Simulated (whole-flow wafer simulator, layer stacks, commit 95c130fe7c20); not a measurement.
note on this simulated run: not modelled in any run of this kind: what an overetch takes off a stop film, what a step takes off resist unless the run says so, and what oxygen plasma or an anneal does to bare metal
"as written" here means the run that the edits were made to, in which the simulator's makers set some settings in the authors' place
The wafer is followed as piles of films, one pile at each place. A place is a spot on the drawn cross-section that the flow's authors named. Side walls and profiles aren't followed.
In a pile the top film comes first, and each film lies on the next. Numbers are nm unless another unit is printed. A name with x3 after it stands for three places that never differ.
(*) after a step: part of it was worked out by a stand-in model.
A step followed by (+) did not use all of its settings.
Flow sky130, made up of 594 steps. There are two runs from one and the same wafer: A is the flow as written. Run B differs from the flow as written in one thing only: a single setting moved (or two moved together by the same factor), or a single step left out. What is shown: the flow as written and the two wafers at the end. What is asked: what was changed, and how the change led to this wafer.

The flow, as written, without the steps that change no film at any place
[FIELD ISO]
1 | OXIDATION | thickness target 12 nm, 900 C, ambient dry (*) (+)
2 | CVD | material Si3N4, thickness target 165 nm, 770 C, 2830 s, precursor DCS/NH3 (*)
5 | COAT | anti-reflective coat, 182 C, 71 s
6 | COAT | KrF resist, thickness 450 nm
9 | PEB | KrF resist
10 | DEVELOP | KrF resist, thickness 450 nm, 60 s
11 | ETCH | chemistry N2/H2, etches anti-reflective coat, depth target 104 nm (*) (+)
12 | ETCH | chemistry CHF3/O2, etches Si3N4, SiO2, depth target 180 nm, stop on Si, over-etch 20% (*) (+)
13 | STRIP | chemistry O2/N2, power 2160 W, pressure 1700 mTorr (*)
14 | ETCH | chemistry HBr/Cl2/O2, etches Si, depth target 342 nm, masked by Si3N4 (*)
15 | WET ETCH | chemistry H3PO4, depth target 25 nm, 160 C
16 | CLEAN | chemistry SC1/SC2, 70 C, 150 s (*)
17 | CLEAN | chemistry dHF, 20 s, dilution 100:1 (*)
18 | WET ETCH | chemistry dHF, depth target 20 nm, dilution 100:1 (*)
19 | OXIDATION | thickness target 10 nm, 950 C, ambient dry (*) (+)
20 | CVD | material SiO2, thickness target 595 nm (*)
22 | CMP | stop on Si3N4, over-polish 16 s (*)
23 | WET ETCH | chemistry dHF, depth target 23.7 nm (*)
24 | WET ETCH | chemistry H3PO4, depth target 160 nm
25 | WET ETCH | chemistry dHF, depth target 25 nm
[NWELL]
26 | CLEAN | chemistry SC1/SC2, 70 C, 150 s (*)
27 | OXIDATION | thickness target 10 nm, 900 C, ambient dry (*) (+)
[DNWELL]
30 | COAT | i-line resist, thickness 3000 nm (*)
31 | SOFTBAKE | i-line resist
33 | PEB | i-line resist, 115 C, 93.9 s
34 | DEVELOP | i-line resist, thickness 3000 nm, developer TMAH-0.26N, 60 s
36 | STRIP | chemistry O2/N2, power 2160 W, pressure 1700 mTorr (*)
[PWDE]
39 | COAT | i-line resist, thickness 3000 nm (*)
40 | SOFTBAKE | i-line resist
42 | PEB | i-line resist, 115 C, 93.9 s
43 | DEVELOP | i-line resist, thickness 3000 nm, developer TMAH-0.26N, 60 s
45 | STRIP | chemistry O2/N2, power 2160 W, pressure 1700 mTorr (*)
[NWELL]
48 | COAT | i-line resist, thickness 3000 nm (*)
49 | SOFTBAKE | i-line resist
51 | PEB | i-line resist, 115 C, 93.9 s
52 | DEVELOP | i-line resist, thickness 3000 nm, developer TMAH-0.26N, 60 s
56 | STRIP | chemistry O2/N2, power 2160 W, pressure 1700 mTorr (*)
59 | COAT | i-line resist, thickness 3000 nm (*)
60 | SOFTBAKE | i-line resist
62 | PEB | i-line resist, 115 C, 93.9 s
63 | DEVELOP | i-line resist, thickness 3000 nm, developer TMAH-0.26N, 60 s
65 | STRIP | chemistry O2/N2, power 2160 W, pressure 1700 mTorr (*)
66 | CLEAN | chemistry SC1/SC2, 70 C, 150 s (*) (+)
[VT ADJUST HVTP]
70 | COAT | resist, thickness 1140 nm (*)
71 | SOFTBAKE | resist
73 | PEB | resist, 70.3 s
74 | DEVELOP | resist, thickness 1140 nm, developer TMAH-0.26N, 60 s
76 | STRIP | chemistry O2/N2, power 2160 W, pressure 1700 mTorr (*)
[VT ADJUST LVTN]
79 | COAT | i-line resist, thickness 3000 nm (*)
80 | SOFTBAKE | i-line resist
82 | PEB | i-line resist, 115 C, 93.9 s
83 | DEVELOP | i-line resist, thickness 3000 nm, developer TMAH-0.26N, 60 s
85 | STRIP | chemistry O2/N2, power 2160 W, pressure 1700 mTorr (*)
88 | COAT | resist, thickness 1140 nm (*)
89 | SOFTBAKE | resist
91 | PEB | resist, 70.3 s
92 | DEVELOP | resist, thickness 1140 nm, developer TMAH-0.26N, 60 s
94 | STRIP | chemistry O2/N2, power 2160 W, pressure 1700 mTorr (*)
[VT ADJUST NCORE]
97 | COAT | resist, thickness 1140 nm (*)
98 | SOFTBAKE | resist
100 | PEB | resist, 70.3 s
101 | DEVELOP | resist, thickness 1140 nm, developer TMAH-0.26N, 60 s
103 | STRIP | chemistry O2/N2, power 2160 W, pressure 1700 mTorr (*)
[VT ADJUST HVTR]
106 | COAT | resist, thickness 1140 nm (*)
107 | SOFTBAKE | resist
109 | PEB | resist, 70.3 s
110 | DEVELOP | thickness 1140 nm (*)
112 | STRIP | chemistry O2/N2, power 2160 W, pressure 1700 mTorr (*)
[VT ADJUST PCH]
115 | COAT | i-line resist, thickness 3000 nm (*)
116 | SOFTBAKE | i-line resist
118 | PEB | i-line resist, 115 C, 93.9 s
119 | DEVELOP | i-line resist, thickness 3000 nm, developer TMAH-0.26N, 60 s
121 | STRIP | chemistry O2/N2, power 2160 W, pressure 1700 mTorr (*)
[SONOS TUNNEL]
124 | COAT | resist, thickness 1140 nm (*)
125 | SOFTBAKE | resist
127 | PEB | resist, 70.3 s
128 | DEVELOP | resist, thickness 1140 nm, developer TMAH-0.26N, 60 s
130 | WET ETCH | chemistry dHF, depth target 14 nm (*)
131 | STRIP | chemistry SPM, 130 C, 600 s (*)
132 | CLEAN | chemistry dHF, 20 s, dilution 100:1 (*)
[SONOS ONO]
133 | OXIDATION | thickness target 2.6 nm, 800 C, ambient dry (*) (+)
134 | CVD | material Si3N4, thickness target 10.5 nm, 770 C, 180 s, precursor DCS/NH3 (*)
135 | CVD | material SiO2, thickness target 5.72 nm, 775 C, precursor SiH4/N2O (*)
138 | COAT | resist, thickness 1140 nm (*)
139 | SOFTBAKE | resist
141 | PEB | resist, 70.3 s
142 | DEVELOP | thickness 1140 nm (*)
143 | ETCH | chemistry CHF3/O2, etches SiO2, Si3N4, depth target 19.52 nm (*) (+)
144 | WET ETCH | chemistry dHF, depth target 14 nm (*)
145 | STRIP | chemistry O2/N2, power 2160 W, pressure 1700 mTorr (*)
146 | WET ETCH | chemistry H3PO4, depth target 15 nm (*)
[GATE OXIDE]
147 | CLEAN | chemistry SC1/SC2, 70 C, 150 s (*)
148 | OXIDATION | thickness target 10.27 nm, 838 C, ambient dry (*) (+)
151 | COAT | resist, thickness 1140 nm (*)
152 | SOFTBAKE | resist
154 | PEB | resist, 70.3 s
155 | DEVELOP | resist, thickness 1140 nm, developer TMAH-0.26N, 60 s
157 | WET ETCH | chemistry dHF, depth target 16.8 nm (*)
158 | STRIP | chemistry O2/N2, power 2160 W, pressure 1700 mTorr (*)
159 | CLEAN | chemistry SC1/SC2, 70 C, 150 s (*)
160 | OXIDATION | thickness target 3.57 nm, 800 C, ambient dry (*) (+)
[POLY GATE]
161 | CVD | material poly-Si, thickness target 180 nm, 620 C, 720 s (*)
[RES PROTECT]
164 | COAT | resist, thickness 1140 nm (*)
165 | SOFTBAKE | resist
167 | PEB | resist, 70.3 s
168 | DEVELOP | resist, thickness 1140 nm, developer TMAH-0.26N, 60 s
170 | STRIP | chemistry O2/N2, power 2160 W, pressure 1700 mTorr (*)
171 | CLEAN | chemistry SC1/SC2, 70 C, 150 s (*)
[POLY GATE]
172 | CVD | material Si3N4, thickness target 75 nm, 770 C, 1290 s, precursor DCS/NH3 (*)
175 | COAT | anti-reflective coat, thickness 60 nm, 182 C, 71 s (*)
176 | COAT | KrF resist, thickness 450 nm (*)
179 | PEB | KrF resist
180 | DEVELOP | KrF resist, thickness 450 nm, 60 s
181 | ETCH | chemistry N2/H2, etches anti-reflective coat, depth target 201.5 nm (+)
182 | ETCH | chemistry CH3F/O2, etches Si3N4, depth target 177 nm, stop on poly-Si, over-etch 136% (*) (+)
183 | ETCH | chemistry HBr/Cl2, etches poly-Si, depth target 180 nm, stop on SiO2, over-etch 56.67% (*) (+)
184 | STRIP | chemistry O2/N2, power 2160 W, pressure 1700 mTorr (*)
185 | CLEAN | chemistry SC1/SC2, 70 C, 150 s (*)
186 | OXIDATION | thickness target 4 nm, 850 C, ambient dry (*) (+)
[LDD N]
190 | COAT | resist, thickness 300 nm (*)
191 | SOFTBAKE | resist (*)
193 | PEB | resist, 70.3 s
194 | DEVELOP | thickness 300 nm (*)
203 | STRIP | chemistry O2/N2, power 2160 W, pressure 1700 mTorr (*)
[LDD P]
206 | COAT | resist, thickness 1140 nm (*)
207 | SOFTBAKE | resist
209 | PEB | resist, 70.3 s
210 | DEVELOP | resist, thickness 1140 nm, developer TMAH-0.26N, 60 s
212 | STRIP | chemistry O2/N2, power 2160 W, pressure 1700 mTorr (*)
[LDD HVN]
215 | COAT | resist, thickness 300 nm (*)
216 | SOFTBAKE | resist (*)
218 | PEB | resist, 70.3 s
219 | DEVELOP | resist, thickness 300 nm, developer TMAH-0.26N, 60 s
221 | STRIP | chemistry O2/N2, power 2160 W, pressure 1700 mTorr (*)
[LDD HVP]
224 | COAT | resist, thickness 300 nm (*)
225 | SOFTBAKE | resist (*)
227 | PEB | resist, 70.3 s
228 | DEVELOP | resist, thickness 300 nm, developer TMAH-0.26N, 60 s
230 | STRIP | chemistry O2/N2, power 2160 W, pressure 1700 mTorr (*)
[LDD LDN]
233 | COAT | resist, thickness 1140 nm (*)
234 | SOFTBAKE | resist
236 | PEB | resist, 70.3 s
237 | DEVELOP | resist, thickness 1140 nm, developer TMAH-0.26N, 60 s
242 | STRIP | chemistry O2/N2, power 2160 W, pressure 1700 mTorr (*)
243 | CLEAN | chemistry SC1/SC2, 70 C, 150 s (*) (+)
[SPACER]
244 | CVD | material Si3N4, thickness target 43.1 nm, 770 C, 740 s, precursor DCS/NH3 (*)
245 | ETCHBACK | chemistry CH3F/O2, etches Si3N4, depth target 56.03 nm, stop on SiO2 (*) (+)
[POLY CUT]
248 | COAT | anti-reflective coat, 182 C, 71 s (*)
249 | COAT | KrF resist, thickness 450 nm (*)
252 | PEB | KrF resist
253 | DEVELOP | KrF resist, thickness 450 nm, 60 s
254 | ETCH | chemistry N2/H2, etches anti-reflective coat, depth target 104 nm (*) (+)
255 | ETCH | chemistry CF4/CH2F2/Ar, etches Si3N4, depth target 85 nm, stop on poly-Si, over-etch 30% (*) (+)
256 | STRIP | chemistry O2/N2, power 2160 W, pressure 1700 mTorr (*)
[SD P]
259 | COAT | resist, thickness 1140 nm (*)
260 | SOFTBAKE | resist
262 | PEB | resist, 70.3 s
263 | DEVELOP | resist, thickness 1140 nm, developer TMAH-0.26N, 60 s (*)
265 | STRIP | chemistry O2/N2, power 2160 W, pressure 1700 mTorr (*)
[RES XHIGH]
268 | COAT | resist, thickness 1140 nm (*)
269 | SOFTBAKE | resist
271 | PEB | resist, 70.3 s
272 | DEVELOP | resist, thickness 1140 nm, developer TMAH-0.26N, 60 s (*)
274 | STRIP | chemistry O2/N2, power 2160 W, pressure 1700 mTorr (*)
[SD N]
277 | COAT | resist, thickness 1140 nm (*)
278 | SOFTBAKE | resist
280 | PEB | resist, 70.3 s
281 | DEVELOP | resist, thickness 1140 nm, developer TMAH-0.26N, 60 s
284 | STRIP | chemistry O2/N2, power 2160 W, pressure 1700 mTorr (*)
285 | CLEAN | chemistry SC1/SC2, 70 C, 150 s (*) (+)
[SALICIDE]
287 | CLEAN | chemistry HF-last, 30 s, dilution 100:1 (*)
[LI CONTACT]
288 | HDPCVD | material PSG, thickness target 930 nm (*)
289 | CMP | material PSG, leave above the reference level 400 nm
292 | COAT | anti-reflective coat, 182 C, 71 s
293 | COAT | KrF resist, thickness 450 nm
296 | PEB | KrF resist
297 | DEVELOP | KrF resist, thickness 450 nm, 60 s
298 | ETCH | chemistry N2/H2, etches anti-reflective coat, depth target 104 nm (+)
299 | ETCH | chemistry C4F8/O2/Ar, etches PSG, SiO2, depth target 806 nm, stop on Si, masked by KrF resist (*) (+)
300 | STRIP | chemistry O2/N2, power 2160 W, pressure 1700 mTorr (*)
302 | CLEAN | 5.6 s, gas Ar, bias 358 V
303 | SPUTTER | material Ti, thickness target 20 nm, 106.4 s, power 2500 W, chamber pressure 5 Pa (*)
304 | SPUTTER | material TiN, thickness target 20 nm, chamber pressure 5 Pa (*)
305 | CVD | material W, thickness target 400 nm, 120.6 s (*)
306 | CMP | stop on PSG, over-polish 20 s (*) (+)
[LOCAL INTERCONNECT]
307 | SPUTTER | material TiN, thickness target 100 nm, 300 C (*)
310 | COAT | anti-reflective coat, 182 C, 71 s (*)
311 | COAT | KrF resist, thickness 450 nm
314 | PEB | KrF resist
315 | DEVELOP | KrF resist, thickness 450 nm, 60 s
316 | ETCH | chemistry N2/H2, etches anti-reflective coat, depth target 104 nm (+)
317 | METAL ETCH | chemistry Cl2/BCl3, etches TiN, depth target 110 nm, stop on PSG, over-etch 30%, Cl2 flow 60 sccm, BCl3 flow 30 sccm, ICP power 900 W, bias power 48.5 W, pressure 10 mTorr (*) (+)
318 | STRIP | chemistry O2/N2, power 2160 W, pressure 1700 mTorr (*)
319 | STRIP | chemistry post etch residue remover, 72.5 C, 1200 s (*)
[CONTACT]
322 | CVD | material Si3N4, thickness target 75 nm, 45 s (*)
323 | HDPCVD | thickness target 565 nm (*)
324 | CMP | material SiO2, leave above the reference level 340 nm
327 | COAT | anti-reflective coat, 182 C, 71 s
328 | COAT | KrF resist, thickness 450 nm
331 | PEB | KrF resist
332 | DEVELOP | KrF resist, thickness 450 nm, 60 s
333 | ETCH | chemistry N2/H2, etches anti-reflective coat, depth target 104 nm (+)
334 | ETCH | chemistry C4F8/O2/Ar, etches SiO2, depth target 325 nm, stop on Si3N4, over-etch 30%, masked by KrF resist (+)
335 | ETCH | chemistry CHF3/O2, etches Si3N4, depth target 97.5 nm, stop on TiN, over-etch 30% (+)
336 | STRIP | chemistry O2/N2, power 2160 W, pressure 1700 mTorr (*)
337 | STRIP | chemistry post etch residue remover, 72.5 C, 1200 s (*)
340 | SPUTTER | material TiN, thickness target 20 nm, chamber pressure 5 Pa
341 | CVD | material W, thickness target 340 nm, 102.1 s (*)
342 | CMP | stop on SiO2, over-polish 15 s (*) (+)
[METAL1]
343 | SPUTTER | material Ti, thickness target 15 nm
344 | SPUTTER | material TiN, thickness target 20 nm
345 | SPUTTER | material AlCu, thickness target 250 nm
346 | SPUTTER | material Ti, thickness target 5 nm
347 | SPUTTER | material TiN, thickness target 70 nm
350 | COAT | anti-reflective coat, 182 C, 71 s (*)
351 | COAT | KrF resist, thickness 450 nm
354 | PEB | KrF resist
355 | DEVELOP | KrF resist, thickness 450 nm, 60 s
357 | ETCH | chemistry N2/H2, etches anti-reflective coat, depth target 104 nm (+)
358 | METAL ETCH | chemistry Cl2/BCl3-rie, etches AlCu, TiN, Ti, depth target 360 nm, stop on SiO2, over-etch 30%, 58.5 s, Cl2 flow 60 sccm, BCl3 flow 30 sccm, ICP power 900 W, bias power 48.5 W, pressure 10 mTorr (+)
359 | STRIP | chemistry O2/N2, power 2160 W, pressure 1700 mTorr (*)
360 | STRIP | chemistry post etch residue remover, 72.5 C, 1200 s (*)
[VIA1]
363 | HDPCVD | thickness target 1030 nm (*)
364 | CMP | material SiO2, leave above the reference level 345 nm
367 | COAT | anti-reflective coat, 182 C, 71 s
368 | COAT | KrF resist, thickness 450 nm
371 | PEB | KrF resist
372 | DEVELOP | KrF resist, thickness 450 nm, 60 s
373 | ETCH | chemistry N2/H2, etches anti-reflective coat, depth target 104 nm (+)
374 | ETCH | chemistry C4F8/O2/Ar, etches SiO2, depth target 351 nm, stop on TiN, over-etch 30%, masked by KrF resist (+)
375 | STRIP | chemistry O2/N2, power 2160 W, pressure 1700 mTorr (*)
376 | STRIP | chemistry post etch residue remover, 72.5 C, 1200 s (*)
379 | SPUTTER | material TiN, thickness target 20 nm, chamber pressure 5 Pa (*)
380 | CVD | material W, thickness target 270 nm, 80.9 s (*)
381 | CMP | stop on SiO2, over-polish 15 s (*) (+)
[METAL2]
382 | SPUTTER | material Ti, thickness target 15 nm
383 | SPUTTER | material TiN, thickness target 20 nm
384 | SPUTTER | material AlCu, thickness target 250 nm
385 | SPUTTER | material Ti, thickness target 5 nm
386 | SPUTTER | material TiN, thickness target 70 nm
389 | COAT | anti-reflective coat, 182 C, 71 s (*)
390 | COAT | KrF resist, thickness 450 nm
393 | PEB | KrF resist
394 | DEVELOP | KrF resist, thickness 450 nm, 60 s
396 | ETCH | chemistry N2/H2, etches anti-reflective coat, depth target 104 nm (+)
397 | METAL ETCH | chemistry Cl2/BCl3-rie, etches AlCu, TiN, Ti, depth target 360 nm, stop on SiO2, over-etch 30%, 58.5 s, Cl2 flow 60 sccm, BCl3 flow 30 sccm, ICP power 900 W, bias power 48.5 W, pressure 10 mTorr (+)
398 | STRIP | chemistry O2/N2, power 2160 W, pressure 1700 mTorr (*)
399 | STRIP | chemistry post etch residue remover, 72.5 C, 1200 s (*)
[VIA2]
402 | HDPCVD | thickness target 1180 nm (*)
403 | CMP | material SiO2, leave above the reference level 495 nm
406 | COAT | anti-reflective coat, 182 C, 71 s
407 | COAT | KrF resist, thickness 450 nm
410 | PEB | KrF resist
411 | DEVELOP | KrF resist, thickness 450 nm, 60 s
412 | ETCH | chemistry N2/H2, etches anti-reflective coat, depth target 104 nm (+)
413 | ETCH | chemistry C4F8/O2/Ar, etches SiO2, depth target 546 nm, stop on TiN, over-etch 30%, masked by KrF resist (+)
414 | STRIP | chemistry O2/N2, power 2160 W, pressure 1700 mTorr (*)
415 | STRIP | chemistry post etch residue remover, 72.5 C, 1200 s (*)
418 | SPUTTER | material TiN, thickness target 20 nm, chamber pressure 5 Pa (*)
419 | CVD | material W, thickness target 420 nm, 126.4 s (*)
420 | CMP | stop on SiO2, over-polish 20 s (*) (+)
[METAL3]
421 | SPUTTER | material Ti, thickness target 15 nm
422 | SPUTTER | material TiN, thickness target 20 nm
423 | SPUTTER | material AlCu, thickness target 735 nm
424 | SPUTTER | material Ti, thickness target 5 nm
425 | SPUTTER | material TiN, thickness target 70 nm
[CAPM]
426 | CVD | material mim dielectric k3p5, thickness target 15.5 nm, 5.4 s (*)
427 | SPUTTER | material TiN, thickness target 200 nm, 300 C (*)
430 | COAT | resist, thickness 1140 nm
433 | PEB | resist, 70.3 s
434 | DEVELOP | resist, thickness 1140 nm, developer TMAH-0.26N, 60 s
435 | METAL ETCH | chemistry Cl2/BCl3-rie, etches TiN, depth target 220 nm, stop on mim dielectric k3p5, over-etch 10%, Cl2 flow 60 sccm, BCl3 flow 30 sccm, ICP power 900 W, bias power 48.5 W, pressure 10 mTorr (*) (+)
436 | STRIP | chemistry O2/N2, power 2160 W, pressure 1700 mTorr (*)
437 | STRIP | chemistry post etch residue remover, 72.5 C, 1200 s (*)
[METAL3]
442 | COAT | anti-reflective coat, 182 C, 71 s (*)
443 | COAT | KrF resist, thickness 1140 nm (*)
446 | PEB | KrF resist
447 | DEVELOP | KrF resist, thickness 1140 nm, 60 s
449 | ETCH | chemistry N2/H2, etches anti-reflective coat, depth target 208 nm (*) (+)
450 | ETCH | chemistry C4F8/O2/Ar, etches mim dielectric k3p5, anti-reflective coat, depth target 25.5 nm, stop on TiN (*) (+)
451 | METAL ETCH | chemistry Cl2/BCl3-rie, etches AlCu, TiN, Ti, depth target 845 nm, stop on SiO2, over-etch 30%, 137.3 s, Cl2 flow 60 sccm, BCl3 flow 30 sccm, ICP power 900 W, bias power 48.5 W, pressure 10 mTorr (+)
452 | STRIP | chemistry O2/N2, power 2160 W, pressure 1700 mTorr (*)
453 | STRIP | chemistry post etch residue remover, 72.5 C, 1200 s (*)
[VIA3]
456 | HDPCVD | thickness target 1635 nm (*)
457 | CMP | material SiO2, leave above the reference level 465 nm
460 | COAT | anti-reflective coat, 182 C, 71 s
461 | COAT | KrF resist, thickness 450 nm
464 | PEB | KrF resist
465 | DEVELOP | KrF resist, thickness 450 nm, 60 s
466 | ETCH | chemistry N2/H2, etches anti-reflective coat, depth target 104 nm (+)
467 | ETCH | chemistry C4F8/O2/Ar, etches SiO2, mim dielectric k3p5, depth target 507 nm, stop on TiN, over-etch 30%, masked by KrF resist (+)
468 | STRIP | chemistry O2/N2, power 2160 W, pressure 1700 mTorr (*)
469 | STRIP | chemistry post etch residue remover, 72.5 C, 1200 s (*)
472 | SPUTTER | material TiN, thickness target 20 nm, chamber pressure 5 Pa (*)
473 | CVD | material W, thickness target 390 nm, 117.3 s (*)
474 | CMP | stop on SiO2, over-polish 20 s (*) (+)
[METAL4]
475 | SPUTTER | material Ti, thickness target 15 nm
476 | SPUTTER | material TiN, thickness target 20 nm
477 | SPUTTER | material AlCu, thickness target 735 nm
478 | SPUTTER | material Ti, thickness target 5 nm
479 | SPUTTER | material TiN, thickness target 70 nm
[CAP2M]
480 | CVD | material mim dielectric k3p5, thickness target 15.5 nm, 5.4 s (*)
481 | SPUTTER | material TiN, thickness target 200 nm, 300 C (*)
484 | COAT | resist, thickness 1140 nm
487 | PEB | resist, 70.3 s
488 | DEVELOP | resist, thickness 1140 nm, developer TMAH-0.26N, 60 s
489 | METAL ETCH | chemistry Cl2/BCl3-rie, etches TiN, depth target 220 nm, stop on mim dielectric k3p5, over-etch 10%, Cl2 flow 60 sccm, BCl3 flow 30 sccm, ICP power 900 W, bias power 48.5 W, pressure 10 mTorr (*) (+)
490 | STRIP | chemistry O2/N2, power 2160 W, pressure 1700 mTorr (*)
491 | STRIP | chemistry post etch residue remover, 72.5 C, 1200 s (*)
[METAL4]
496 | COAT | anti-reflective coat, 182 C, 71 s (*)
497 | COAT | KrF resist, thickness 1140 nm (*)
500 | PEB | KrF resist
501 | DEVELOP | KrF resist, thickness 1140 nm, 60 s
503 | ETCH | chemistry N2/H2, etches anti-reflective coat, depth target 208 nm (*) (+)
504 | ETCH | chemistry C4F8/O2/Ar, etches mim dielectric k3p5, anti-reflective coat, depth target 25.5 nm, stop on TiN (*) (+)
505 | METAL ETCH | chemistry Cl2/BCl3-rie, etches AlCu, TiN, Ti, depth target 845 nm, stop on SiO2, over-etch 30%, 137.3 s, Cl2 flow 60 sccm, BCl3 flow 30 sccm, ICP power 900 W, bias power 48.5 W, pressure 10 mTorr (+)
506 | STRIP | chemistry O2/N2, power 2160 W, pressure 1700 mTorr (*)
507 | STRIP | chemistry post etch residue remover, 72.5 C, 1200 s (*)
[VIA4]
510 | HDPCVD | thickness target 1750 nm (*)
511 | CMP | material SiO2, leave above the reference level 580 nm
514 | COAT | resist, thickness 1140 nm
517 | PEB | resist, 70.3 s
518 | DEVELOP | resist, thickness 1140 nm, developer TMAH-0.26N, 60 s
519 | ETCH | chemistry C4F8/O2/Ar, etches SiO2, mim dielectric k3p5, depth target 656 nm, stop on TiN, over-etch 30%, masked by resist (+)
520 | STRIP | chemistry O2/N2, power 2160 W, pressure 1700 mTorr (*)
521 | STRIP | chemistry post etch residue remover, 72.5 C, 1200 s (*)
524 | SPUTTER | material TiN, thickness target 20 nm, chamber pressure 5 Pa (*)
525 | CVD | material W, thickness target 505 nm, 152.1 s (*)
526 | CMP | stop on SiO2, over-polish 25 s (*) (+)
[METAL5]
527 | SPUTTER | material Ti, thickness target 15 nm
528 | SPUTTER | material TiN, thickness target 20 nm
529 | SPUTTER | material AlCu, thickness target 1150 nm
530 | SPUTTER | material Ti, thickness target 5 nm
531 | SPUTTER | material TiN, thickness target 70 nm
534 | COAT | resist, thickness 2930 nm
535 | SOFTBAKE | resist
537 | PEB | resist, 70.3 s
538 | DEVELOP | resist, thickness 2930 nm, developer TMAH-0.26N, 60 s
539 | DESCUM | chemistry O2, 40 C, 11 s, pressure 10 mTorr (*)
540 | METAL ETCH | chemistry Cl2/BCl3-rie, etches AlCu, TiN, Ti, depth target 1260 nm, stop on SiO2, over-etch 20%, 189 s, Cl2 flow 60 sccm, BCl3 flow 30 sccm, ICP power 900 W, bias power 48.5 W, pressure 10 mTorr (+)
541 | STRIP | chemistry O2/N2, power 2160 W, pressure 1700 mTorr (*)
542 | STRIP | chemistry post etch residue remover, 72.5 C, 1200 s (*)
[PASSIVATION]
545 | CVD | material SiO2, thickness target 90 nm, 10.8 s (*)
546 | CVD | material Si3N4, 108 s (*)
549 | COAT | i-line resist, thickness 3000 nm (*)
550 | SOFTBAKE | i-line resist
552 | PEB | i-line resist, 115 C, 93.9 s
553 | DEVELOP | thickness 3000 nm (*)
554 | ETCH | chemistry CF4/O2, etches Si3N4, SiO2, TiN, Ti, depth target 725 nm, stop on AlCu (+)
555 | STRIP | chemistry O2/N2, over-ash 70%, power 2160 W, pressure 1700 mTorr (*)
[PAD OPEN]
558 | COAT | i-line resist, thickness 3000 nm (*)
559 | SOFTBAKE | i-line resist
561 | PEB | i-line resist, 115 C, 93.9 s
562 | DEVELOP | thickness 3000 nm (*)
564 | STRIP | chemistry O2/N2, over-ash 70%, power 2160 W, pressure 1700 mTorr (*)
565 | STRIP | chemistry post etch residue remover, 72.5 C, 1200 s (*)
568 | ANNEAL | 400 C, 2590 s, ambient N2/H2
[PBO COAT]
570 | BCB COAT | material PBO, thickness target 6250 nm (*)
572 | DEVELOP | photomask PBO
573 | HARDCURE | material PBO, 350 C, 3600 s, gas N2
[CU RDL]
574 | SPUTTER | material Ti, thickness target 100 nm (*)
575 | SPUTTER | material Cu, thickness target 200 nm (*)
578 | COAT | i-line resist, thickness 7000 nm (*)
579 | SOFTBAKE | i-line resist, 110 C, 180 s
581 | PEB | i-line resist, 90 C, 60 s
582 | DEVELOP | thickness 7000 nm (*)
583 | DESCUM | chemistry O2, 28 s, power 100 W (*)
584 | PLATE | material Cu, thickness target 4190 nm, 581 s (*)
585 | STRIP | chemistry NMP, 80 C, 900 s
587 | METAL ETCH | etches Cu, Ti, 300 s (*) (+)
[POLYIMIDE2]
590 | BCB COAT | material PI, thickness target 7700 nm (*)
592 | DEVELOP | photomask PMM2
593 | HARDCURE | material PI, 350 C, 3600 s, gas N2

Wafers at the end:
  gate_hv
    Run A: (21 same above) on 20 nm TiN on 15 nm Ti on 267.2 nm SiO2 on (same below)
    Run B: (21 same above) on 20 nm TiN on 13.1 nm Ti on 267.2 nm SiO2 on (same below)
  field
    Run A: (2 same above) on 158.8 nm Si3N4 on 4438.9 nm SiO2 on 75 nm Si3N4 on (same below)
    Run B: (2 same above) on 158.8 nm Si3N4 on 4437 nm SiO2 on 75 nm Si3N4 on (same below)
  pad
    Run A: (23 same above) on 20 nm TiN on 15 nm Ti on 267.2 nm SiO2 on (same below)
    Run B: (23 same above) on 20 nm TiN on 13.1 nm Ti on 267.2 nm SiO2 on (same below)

The reason: step 382, SPUTTER: thickness target 13.1 nm was run, while the flow as written has thickness target 15 nm.
One can read it off the wafer: gate_hv has Ti 13.1, and step 382 as written asks for 15 nm.

How this came from the change, step by step:
  382 | SPUTTER | material Ti, thickness target 15 nm
      field, active, n_well and 188 more: A Ti gains 15 (new film) | B Ti gains 13.1 (new film)
  397 | METAL ETCH | chemistry Cl2/BCl3-rie, etches AlCu, TiN, Ti, depth target 360 nm, stop on SiO2, over-etch 30%, 58.5 s, Cl2 flow 60 sccm, BCl3 flow 30 sccm, ICP power 900 W, bias power 48.5 W, pressure 10 mTorr (+)
      field, active, gate and 82 more: A TiN loses 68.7 (all of it), Ti loses 5 (all of it), AlCu loses 250 (all of it), TiN loses 20 (all of it), Ti loses 15 (all of it), SiO2 loses 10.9 | B TiN loses 68.7 (all of it), Ti loses 5 (all of it), AlCu loses 250 (all of it), TiN loses 20 (all of it), Ti loses 13.1 (all of it), SiO2 loses 11.1
